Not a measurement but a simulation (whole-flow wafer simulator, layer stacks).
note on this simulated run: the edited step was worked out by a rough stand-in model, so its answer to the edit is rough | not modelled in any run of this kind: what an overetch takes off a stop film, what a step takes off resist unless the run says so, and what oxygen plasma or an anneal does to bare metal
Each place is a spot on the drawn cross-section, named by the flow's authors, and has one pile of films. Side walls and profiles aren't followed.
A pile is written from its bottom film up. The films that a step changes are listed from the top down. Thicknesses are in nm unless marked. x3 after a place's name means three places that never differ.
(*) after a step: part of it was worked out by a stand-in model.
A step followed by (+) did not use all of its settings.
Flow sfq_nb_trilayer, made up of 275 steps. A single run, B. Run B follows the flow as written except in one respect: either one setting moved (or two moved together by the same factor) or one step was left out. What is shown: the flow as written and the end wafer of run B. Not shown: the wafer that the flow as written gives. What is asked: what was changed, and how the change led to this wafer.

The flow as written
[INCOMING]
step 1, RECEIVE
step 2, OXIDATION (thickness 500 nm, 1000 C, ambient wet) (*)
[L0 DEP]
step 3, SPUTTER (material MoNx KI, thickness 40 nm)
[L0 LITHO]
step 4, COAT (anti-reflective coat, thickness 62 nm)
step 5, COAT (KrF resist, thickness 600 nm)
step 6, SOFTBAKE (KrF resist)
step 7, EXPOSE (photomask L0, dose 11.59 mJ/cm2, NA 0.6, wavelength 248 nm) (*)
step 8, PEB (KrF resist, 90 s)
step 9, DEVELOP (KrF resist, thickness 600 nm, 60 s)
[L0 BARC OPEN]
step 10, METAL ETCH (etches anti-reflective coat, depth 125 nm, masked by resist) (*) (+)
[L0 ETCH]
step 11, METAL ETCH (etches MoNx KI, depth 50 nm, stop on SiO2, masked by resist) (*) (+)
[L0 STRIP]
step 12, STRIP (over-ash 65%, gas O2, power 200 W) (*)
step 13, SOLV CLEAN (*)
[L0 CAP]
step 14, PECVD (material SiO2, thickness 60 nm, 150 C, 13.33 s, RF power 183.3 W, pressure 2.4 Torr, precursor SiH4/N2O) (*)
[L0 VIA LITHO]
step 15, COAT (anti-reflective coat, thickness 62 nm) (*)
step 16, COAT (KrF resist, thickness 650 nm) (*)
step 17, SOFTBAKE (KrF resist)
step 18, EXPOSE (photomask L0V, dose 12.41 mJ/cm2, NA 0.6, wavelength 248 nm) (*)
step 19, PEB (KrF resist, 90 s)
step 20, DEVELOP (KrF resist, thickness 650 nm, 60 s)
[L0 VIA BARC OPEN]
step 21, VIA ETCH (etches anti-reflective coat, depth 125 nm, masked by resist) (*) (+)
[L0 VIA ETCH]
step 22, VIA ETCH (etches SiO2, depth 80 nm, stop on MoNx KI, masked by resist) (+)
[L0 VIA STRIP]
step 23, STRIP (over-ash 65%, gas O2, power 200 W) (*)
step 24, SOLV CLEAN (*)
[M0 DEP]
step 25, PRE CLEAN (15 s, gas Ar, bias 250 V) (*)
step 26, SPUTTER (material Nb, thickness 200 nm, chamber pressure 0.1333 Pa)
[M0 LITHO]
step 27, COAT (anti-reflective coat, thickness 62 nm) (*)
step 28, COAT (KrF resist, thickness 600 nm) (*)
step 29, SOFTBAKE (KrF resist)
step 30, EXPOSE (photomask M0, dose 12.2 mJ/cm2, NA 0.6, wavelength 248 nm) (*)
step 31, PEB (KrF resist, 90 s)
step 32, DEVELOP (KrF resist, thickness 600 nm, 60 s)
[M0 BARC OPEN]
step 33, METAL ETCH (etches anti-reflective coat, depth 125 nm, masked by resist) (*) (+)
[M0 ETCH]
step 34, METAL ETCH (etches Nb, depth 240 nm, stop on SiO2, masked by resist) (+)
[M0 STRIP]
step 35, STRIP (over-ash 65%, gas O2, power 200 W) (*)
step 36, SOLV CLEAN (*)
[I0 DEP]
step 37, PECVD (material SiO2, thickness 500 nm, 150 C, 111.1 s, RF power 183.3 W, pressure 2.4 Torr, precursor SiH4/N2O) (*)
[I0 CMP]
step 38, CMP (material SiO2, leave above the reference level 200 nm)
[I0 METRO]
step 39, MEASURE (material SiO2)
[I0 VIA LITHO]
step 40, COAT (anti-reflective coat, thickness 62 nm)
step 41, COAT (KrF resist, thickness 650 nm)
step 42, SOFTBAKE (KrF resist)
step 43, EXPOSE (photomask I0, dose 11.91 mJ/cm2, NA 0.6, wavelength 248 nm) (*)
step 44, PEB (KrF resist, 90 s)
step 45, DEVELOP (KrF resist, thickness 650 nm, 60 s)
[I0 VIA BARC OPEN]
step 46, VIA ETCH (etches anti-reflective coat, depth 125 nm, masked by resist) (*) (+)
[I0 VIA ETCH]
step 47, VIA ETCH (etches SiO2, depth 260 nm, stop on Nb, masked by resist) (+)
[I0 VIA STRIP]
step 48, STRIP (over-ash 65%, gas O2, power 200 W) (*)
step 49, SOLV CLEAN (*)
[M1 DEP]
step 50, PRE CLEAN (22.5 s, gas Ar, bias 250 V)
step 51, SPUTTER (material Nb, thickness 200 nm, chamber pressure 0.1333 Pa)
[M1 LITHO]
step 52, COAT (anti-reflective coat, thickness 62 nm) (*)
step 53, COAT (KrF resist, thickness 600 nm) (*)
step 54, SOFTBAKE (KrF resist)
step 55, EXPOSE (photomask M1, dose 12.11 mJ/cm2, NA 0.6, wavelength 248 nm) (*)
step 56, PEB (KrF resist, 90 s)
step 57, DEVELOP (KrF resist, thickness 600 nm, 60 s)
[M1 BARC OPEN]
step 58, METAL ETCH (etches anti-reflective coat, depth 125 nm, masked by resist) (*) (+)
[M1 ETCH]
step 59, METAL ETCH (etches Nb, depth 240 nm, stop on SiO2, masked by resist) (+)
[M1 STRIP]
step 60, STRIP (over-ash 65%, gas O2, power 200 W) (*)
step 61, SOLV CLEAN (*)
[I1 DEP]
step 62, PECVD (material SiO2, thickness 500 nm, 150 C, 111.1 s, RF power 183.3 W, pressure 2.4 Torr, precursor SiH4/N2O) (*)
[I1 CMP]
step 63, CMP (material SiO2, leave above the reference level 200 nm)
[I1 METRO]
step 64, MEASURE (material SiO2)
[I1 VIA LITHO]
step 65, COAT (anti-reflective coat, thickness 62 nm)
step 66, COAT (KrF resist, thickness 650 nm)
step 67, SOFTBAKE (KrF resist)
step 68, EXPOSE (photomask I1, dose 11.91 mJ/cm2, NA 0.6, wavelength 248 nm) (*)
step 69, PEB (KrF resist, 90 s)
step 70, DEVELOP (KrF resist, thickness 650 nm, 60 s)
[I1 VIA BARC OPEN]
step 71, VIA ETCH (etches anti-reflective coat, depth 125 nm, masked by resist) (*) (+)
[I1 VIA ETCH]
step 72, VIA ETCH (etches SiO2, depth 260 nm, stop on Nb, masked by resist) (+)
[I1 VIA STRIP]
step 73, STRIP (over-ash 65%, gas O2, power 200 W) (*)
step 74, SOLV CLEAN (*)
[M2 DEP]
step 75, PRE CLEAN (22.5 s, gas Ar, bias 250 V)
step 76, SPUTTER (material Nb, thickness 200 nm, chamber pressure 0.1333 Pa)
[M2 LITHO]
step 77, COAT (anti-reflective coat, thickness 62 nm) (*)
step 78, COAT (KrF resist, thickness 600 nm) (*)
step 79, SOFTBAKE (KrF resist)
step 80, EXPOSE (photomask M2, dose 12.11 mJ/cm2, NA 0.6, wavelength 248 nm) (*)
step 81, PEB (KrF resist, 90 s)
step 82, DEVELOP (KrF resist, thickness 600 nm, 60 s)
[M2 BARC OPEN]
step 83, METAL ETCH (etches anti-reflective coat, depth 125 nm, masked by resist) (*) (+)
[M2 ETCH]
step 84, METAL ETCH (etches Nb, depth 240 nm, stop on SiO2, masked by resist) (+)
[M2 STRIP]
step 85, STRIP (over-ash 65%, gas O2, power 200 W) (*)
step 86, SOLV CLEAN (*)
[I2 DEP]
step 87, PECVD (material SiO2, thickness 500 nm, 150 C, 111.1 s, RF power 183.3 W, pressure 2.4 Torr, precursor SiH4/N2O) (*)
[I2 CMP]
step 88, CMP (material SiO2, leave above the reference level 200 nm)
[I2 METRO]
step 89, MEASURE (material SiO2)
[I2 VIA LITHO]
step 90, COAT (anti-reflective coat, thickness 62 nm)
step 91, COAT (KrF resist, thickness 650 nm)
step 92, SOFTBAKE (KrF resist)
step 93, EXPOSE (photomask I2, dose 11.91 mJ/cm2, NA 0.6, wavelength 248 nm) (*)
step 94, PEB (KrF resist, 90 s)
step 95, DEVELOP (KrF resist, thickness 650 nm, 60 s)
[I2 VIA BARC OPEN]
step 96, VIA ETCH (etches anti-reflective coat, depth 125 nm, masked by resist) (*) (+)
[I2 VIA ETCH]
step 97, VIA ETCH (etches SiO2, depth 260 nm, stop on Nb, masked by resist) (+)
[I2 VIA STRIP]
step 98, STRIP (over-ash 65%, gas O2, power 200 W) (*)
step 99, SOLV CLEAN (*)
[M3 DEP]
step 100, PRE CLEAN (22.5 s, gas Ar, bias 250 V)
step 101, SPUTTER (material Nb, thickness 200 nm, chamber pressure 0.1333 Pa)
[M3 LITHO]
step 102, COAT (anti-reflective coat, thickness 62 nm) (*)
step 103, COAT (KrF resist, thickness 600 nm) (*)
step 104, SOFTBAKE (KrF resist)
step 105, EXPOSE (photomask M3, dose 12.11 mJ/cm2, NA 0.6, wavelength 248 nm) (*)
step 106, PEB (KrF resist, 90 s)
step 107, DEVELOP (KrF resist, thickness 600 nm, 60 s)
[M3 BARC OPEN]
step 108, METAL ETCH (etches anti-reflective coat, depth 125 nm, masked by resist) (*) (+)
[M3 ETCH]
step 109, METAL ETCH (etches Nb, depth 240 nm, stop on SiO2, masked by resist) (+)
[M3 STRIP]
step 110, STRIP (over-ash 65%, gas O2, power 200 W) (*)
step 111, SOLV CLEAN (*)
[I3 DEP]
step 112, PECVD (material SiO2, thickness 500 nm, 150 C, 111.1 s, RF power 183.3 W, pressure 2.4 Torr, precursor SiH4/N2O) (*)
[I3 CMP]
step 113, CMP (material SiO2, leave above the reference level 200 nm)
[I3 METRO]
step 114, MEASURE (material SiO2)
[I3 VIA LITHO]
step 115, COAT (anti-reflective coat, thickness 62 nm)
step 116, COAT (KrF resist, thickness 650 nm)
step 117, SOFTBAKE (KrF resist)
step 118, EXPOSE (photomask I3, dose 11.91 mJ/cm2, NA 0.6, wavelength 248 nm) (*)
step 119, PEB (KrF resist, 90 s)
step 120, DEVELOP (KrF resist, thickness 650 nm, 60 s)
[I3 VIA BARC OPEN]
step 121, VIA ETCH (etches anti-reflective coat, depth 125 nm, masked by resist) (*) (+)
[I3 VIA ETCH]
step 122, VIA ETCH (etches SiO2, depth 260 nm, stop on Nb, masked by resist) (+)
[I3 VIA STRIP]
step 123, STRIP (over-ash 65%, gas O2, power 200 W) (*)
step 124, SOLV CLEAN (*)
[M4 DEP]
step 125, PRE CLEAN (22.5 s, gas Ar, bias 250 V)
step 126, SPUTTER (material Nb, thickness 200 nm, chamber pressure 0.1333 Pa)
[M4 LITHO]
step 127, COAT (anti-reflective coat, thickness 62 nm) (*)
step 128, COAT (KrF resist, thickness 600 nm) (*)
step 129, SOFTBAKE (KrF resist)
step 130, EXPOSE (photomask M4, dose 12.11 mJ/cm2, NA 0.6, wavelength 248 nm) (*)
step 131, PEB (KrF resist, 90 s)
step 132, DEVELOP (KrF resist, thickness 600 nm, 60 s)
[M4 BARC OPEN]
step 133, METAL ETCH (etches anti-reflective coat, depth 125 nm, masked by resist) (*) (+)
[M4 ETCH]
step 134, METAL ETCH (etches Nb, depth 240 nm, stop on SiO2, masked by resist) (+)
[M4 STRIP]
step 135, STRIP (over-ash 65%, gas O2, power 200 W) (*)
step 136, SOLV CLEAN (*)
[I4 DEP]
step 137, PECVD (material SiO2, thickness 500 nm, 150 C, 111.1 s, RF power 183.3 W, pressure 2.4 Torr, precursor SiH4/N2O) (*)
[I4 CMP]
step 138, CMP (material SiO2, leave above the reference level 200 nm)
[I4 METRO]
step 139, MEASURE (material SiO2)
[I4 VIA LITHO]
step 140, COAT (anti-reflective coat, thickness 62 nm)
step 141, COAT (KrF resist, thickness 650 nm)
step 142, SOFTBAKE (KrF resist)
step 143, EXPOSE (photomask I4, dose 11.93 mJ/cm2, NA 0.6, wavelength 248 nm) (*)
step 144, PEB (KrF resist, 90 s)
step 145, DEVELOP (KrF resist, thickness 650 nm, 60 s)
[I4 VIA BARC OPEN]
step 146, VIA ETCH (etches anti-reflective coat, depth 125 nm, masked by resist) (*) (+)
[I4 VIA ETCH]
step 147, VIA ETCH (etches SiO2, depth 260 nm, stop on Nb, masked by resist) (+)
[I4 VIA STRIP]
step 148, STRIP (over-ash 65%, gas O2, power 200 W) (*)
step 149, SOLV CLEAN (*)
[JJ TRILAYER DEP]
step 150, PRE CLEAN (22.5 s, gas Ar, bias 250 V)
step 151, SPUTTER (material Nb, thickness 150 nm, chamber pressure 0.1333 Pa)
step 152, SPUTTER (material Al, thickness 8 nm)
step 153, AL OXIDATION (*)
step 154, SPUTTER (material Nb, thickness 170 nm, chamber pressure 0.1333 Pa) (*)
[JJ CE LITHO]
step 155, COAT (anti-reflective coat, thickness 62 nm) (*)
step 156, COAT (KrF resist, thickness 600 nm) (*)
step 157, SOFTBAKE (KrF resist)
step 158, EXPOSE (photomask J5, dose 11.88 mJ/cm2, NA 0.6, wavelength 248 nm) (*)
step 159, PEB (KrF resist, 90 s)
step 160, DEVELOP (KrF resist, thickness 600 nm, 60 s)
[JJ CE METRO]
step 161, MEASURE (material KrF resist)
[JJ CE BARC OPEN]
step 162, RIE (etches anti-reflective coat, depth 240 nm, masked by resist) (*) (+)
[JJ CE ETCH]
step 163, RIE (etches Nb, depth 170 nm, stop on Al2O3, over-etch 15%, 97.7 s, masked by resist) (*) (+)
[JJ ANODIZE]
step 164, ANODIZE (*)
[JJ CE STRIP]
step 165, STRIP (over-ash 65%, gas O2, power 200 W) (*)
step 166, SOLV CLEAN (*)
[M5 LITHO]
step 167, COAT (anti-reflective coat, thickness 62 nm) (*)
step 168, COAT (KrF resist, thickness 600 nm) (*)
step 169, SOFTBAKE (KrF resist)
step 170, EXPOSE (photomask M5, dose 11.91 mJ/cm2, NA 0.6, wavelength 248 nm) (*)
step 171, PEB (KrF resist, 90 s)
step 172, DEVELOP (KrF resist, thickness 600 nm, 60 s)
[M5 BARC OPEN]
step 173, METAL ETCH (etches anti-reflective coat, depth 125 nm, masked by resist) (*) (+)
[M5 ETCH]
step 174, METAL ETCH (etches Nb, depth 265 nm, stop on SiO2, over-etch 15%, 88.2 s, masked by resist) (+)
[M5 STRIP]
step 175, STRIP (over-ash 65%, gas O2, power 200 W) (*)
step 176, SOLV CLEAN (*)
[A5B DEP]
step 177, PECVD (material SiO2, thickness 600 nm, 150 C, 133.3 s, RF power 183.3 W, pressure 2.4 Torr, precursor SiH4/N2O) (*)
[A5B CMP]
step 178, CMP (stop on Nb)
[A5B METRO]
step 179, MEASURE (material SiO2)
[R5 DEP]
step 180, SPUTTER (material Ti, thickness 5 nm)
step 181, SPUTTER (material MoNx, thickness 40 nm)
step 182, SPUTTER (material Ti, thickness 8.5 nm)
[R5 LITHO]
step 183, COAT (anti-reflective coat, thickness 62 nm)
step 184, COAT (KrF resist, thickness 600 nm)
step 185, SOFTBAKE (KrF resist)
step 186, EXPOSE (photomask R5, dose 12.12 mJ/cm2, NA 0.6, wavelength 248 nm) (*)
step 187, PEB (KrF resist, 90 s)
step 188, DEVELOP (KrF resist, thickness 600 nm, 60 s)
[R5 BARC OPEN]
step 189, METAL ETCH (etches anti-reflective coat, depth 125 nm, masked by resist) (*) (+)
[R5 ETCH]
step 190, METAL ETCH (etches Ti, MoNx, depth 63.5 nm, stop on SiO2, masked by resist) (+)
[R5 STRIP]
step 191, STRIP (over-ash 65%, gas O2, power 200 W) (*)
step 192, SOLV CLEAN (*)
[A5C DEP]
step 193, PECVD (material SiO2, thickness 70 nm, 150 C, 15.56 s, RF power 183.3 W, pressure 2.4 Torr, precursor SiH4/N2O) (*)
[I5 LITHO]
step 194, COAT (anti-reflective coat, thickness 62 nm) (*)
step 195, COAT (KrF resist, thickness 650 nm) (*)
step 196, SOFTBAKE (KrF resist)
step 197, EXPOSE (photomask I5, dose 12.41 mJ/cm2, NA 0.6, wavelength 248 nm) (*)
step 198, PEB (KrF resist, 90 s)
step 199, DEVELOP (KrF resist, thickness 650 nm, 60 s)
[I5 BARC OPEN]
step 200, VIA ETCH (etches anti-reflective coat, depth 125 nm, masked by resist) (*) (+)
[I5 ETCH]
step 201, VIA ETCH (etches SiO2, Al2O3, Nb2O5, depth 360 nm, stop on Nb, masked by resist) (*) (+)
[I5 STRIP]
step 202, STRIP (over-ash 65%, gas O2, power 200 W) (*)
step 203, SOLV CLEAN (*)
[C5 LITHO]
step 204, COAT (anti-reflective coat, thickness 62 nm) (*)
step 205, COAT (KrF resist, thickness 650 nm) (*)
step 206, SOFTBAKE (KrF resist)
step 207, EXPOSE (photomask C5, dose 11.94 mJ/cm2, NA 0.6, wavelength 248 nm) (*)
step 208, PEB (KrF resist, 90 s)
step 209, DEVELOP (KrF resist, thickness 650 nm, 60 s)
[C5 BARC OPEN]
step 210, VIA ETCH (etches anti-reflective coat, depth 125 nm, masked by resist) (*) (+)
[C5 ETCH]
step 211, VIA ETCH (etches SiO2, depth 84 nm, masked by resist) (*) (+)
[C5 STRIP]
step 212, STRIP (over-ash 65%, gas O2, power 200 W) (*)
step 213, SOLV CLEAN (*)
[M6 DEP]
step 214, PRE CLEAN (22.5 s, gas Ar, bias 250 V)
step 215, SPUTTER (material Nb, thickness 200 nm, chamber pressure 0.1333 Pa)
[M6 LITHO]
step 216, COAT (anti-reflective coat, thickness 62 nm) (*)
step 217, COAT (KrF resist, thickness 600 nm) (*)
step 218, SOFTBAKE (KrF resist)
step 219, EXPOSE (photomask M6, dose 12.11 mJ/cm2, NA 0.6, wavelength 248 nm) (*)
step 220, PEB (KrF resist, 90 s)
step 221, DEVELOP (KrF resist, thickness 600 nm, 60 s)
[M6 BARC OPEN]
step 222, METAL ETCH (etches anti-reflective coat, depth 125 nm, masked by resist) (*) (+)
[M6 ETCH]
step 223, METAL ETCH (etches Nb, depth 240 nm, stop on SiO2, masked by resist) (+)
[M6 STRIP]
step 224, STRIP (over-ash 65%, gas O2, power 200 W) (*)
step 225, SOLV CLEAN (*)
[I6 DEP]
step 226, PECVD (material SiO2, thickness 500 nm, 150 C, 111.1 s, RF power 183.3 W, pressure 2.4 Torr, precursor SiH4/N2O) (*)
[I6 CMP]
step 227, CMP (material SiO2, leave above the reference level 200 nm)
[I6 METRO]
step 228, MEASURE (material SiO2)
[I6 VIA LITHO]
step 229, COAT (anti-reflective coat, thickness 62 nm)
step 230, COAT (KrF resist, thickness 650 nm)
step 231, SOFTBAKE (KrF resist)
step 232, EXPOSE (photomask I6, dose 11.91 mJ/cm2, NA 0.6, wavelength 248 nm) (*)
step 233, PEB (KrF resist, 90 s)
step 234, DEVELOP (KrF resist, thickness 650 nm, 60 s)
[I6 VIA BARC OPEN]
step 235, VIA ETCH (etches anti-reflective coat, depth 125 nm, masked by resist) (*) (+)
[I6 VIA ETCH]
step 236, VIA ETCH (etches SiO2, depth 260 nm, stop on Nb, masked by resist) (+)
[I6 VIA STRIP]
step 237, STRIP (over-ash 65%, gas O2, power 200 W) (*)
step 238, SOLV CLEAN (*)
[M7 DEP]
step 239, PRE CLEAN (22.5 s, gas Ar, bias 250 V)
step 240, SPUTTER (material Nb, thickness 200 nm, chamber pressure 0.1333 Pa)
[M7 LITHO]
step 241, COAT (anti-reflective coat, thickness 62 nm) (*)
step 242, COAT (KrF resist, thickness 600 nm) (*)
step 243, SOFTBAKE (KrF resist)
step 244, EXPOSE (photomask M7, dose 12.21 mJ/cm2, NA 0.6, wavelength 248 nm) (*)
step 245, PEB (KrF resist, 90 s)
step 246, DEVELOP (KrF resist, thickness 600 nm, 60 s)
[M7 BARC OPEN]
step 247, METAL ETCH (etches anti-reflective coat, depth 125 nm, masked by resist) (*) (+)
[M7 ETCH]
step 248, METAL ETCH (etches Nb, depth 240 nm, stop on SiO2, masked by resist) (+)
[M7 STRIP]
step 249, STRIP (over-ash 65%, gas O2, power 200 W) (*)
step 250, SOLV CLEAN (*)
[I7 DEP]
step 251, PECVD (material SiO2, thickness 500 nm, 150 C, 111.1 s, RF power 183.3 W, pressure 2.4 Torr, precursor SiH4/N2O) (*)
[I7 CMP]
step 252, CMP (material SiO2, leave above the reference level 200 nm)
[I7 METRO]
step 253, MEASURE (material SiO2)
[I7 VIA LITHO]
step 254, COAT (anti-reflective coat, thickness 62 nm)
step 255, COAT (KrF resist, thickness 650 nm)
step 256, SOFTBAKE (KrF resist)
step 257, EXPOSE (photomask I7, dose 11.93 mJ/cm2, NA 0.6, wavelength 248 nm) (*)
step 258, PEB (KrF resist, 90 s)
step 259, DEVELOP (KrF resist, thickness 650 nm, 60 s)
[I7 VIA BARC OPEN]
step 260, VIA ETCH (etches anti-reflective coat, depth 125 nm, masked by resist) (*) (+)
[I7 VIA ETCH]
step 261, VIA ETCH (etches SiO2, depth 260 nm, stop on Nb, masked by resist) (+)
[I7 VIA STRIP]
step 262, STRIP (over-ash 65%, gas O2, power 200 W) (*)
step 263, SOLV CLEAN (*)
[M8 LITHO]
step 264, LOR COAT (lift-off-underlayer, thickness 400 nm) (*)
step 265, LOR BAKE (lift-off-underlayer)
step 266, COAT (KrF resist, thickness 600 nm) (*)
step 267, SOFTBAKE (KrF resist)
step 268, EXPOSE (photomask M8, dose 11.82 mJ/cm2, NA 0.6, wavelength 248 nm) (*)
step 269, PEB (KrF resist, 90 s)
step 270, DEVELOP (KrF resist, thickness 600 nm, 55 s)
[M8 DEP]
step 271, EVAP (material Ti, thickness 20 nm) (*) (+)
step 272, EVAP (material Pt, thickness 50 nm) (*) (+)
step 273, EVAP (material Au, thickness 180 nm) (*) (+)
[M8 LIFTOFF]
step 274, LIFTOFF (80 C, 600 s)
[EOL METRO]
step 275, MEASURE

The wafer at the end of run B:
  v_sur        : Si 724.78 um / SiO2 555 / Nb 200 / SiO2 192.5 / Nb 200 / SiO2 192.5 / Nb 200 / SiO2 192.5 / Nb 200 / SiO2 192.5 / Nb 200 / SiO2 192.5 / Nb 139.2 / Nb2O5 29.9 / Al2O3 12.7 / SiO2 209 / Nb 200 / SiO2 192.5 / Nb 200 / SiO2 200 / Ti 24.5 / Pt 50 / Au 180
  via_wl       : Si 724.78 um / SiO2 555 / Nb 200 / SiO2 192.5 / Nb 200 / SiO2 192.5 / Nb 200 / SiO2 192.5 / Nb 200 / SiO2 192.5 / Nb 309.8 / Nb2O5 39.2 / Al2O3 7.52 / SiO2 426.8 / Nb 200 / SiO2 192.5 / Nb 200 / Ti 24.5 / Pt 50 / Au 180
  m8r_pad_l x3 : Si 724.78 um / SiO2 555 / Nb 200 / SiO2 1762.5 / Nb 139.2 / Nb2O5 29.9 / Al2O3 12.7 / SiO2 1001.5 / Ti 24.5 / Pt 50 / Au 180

Cause: step 271, EVAP: thickness 24.5 nm was run, though the flow has thickness 20 nm.
The wafer itself shows it: v_sur has Ti 24.5, and step 271 as written asks for 20 nm.

How this came from the change, step by step:
  step 271, EVAP (material Ti, thickness 20 nm) (*) (+)
      field_l, v_sur, via_wl and 103 more: Ti gains 24.5 (new film) (as written it would have been: Ti gains 20 (new film))
  step 274, LIFTOFF (80 C, 600 s)
      p4_fl x3, p4_w1 x9, p4_g1 x2 and 60 more: Au loses 180 (all of it), Pt loses 50 (all of it), Ti loses 24.5 (all of it), KrF resist loses 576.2 (all of it), lift-off-underlayer loses 400 (all of it) (as written it would have been: Au loses 180 (all of it), Pt loses 50 (all of it), Ti loses 20 (all of it), KrF resist loses 576.2 (all of it), lift-off-underlayer loses 400 (all of it))
      c5j, ce_r: Au loses 180 (all of it), Pt loses 50 (all of it), Ti loses 24.5 (all of it), KrF resist loses 573.3 (all of it), lift-off-underlayer loses 399.3 (all of it) (as written it would have been: Au loses 180 (all of it), Pt loses 50 (all of it), Ti loses 20 (all of it), KrF resist loses 573.3 (all of it), lift-off-underlayer loses 399.3 (all of it))
      (also at 19 further places)
